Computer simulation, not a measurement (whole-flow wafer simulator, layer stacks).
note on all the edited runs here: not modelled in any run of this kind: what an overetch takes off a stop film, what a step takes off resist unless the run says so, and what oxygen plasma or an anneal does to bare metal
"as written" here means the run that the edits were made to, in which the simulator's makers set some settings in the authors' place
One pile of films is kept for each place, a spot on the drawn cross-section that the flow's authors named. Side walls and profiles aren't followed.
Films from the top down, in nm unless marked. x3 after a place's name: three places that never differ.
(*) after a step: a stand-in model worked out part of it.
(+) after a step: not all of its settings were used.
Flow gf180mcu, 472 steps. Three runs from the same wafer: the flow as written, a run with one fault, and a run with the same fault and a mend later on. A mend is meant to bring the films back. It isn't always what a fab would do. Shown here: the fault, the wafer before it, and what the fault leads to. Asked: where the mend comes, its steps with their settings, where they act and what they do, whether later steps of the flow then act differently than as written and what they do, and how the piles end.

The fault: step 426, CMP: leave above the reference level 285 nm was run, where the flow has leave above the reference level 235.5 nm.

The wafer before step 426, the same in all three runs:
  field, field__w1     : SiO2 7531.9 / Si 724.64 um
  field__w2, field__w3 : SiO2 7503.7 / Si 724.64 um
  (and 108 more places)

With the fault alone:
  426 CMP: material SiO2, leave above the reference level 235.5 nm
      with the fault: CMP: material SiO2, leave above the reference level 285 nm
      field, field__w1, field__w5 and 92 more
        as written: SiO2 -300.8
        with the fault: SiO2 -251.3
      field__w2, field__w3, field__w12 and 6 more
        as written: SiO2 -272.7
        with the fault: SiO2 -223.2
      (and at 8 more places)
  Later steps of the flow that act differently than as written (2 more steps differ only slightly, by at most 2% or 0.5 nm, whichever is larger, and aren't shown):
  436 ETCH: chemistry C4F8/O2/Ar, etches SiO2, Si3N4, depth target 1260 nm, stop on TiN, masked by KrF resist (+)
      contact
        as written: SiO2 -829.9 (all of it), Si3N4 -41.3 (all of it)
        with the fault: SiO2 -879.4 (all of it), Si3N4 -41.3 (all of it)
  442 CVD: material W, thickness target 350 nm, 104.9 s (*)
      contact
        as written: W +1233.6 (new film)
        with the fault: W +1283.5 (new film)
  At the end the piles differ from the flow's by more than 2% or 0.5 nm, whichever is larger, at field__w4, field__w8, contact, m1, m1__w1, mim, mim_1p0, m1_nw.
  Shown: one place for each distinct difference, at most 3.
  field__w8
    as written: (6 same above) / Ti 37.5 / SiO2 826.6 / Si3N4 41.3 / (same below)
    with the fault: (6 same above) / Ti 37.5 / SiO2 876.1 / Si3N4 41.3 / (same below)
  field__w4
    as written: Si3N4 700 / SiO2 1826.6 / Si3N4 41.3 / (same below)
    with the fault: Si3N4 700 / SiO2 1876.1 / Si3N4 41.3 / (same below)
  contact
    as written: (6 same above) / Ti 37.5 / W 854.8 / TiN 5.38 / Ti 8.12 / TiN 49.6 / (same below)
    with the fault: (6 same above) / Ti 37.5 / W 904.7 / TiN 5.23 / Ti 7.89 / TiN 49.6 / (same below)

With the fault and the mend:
  The mend comes after step 426.
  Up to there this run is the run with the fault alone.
  426a CMP: material SiO2, leave above the reference level 235.5 nm (the flow's step 426 once more)
      field, field__w1, field__w2 and 109 more
        SiO2 -49.5
  No later step of the flow acts differently than as written at any place that is followed.
  At the end the piles are the same as the flow's at every place that both follow.
